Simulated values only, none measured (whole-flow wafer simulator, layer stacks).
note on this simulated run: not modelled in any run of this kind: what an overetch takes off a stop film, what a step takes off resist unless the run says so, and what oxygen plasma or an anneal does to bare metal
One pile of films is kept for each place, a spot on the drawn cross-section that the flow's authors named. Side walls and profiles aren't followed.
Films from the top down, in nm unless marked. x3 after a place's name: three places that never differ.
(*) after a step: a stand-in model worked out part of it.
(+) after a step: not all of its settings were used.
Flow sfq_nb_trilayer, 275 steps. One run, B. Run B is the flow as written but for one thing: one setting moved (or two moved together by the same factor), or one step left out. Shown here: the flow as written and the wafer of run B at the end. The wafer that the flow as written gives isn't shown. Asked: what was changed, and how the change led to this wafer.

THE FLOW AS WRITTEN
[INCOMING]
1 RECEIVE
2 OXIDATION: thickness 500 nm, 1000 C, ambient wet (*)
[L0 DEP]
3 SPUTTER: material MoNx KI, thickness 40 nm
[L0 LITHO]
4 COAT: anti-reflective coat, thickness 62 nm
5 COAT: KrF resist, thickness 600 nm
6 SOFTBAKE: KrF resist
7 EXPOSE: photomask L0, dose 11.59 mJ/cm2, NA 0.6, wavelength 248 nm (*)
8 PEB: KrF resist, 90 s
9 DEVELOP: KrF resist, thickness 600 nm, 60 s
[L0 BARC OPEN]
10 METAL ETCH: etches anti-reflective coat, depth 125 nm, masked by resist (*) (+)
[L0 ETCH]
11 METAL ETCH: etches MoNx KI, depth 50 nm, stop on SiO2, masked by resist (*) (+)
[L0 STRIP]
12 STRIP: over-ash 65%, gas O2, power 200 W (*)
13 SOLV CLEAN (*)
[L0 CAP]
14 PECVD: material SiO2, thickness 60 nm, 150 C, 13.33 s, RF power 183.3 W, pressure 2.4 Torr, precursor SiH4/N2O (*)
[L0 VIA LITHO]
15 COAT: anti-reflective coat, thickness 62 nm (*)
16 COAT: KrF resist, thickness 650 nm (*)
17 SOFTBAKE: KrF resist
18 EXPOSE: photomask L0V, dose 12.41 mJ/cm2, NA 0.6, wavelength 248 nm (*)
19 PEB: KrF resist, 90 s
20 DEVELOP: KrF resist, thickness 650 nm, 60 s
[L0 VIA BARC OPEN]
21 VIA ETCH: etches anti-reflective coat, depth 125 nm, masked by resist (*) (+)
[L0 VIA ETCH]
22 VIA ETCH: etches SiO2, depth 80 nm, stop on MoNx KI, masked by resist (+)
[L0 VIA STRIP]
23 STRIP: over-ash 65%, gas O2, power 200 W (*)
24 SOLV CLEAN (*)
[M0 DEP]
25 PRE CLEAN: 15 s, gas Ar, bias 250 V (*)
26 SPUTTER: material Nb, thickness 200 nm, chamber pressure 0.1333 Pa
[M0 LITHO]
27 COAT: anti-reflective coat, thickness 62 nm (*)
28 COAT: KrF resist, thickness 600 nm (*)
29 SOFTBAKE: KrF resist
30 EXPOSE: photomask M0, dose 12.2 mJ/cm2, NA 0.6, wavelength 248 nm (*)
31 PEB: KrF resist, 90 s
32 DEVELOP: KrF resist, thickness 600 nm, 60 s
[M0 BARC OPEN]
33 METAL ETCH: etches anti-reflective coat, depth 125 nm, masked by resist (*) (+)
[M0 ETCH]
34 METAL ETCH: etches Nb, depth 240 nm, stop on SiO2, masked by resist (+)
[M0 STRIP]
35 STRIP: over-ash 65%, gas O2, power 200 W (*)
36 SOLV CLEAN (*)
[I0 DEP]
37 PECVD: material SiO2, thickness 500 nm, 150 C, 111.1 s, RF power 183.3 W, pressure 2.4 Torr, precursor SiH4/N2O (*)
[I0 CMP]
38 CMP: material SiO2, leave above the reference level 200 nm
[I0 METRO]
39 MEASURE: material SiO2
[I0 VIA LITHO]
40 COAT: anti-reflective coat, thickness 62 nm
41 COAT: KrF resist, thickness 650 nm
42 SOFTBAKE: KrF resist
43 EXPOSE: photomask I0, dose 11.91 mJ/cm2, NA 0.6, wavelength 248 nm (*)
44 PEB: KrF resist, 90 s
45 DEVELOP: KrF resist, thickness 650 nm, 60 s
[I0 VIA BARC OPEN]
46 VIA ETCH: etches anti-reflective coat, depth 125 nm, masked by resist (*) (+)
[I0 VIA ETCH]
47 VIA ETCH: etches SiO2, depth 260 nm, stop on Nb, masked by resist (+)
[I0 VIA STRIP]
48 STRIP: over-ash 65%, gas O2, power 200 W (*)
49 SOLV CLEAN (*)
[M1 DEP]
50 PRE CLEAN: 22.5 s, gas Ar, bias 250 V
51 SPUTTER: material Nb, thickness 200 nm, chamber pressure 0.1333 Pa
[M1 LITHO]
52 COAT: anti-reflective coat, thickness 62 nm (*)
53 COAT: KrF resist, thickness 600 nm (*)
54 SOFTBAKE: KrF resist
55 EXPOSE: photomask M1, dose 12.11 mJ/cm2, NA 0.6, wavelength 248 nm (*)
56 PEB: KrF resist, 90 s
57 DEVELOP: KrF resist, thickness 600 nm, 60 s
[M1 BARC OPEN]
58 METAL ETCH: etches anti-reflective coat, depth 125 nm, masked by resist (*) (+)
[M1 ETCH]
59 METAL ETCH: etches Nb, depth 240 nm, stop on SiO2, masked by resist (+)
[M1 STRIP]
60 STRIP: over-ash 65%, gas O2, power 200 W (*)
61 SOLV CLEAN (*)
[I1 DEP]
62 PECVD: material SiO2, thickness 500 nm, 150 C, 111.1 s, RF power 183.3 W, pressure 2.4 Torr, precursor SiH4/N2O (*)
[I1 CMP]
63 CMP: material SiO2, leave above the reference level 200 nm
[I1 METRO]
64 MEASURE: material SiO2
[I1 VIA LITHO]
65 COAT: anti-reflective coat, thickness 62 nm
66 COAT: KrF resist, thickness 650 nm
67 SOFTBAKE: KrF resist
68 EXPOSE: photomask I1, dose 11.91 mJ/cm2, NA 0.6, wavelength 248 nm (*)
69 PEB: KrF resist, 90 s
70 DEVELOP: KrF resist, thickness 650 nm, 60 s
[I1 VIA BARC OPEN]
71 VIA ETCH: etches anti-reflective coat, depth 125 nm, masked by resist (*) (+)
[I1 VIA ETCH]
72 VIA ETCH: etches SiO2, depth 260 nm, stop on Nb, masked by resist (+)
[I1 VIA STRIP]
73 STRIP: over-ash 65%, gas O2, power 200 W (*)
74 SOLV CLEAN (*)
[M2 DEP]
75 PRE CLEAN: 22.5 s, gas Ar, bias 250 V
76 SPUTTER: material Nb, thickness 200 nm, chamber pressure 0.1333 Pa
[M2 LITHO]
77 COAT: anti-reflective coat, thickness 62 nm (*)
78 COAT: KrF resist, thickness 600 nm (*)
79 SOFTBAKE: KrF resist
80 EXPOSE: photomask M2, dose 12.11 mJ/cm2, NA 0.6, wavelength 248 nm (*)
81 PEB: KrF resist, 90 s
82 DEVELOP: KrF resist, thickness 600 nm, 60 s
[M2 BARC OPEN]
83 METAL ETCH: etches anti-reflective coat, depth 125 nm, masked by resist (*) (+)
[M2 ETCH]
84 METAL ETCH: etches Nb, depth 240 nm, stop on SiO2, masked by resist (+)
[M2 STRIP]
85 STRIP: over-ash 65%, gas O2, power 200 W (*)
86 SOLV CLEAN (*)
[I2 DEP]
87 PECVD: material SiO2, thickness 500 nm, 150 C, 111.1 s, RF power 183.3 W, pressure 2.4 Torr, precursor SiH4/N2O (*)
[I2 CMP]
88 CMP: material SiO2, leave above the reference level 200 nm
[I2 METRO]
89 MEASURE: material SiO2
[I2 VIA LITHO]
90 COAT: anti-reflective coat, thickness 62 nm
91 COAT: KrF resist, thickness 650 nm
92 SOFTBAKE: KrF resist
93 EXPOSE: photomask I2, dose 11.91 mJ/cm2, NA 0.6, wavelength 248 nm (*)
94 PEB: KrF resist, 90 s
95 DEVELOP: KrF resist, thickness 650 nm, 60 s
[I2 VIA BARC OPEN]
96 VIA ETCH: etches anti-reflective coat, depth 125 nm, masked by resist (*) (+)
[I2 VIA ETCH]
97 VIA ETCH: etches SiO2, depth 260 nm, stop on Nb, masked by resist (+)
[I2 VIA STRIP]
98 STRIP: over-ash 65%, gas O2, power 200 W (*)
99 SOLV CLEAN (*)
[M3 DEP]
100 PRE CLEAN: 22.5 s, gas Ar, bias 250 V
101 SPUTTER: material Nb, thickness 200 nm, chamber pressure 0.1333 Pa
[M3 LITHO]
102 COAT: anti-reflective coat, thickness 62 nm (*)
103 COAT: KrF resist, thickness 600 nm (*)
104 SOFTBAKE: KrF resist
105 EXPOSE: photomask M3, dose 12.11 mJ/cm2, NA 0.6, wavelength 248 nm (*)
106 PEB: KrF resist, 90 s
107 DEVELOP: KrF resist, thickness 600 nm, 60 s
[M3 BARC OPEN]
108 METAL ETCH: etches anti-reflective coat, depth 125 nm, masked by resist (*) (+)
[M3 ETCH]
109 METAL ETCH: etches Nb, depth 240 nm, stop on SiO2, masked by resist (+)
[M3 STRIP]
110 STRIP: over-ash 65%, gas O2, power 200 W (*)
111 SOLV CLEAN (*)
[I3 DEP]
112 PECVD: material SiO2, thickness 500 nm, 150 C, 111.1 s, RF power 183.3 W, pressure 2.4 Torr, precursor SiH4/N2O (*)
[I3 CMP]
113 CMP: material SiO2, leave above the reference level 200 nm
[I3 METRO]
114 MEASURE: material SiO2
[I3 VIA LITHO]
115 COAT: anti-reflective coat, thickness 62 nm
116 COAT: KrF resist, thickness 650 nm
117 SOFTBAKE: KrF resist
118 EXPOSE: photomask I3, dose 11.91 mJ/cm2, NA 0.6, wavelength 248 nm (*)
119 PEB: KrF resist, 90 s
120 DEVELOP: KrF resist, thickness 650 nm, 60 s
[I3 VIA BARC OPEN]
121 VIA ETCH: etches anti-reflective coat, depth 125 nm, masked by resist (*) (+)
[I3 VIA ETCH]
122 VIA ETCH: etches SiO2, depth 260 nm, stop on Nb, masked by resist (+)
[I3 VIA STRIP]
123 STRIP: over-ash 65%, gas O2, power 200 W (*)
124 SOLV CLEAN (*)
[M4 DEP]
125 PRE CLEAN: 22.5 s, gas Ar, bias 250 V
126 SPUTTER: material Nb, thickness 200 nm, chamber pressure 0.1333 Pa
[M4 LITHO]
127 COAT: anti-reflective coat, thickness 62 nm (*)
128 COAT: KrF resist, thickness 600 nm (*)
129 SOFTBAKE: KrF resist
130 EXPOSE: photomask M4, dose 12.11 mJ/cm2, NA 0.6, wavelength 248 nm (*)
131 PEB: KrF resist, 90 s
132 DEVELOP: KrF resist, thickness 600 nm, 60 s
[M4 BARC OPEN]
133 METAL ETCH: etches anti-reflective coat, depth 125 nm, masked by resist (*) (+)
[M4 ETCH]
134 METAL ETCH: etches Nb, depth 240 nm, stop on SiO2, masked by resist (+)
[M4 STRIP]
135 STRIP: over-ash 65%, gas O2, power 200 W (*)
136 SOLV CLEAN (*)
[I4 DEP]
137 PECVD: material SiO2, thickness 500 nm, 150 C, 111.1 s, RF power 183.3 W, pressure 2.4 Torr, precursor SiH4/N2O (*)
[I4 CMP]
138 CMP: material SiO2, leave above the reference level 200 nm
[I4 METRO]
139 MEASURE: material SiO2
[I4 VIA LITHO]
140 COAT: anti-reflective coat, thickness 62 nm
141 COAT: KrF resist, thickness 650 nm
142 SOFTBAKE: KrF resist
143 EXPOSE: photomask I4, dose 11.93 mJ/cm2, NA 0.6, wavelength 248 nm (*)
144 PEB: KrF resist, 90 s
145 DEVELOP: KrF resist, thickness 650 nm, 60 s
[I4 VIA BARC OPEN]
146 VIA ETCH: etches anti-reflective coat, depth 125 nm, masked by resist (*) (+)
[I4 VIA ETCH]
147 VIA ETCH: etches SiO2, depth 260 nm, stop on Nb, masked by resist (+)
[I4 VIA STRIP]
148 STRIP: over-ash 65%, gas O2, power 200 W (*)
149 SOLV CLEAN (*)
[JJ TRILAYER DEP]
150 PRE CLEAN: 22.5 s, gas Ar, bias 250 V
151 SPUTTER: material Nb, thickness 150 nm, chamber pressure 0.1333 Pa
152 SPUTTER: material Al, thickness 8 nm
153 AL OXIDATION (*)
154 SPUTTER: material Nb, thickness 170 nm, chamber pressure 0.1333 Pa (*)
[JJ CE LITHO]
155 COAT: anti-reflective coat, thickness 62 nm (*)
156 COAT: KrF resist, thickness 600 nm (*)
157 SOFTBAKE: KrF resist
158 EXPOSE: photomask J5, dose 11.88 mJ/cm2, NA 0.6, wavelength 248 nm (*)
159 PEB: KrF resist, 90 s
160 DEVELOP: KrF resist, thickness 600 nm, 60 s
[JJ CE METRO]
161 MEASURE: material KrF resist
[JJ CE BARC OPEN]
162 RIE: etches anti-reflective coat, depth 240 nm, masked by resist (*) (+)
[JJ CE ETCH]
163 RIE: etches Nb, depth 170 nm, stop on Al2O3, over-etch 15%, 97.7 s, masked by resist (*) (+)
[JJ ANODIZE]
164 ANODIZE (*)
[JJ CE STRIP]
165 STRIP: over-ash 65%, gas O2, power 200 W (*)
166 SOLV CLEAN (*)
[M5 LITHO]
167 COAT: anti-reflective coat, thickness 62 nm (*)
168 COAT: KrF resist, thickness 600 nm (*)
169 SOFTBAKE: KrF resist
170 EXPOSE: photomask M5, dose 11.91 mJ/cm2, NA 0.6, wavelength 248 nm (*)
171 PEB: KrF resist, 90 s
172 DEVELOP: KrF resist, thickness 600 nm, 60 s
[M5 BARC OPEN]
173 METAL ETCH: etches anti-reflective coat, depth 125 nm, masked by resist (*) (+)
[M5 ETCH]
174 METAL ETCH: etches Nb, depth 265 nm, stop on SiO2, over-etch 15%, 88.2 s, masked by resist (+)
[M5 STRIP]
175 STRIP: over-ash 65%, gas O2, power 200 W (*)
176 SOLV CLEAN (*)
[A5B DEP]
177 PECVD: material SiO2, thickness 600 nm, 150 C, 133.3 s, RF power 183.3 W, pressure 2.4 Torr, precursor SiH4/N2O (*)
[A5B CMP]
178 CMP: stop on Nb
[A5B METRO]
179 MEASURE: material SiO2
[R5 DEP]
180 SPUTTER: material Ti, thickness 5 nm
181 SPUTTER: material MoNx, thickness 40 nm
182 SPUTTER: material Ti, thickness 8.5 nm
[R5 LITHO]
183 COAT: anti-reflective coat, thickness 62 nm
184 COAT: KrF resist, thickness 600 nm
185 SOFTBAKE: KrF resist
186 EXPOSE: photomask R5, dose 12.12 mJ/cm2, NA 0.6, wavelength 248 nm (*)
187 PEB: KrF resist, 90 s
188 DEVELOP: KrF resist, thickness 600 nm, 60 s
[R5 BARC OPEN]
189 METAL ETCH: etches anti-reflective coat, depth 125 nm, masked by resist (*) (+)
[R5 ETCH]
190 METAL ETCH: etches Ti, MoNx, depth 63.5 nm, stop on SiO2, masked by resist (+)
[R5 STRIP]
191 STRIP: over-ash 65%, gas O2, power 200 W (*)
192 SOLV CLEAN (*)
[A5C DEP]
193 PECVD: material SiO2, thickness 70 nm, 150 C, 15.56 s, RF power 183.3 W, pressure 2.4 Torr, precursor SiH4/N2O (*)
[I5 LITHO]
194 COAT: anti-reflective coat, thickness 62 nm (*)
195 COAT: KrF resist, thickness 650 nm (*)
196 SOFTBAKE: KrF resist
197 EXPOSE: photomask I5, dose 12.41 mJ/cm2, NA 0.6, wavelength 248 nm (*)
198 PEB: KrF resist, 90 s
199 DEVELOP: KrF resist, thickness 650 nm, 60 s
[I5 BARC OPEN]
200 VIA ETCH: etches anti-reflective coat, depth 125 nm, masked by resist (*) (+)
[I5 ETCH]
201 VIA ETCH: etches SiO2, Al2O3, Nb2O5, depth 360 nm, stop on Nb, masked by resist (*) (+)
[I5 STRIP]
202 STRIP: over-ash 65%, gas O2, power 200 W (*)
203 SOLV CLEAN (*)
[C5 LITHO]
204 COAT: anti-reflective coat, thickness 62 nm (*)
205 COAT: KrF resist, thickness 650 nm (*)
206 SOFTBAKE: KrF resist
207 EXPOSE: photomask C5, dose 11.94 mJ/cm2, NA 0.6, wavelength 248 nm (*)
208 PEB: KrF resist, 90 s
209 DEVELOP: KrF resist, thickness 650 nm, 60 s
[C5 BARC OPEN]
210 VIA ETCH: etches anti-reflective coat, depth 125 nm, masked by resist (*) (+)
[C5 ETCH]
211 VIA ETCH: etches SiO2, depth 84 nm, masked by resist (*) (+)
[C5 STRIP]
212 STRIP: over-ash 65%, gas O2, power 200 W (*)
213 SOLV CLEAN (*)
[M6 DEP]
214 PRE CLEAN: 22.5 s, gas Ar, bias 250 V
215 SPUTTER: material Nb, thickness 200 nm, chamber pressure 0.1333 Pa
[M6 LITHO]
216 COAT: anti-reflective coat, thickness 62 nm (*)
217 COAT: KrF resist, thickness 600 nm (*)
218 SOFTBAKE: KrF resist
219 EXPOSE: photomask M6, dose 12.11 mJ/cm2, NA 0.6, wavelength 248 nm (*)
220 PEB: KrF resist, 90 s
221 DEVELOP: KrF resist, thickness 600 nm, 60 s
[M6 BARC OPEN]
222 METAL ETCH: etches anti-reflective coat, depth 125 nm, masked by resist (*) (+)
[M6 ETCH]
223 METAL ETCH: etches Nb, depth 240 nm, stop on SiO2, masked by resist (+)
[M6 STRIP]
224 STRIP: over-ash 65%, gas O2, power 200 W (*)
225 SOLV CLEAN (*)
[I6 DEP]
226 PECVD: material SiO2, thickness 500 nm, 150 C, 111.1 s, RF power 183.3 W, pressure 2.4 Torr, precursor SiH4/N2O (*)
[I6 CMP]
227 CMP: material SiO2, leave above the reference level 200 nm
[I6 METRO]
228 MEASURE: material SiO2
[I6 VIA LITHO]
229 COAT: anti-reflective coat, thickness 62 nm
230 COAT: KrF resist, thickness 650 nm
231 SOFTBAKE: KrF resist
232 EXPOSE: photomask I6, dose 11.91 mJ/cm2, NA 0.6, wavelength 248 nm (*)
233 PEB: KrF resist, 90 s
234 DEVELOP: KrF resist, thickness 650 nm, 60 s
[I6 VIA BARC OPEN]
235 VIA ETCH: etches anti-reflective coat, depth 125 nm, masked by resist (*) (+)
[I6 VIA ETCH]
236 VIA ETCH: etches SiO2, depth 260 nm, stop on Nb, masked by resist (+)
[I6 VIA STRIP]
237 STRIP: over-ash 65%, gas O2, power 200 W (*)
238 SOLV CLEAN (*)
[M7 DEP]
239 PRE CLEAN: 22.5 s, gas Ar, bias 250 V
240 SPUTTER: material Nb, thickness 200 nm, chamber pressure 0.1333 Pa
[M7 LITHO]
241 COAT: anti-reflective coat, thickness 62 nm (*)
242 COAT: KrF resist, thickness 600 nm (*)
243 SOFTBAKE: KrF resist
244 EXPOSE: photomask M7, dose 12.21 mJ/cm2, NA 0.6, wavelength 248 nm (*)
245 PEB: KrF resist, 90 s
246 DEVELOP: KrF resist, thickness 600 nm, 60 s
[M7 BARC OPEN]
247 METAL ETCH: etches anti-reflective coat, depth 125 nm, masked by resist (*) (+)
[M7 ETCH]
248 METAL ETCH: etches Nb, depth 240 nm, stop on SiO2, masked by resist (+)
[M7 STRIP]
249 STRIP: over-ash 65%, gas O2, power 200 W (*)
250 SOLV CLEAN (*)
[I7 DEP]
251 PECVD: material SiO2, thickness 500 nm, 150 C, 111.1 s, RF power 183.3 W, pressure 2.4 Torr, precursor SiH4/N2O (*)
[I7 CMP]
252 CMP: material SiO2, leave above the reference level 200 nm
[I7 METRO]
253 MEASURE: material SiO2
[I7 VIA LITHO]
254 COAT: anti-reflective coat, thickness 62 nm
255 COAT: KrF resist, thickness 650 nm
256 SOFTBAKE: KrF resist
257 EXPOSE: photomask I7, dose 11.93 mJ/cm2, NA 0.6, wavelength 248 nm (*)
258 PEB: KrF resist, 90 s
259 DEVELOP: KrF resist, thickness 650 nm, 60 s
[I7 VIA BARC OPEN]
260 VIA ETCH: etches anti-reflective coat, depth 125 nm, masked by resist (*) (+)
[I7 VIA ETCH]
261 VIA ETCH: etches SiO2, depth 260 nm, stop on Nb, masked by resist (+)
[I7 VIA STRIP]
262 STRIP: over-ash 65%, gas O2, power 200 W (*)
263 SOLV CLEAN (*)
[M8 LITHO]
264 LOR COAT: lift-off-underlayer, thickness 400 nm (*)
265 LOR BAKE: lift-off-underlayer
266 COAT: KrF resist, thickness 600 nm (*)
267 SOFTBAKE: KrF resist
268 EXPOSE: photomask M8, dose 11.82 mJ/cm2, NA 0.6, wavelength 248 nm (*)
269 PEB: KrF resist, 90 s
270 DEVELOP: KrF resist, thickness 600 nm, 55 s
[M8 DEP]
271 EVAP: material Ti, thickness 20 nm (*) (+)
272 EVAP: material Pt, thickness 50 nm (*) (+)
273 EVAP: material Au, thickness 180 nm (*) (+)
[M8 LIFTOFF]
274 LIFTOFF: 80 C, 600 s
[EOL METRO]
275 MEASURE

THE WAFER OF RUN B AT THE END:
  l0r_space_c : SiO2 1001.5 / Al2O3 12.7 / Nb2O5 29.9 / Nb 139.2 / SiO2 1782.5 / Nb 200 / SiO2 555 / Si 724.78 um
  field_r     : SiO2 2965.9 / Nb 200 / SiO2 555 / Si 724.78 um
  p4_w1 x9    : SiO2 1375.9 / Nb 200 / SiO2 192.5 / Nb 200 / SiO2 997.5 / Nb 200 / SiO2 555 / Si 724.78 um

The cause: step 76, SPUTTER: thickness 220 nm was run, where the flow has thickness 200 nm.

How the change led to this, step by step:
  76 SPUTTER: material Nb, thickness 200 nm, chamber pressure 0.1333 Pa
      field_l, v_sur, via_wl and 102 more: Nb +220 (new film) (as written it would be: Nb +200 (new film))
      via_v: Nb +192.2 (as written it would be: Nb +174.5)
  84 METAL ETCH: etches Nb, depth 240 nm, stop on SiO2, masked by resist (+)
      field_l, be, be_sur and 81 more: Nb -220 (all of it) (as written it would be: Nb -200 (all of it))
  88 CMP: material SiO2, leave above the reference level 200 nm
      field_l, be, be_sur and 81 more: SiO2 -80 (as written it would be: SiO2 -100)
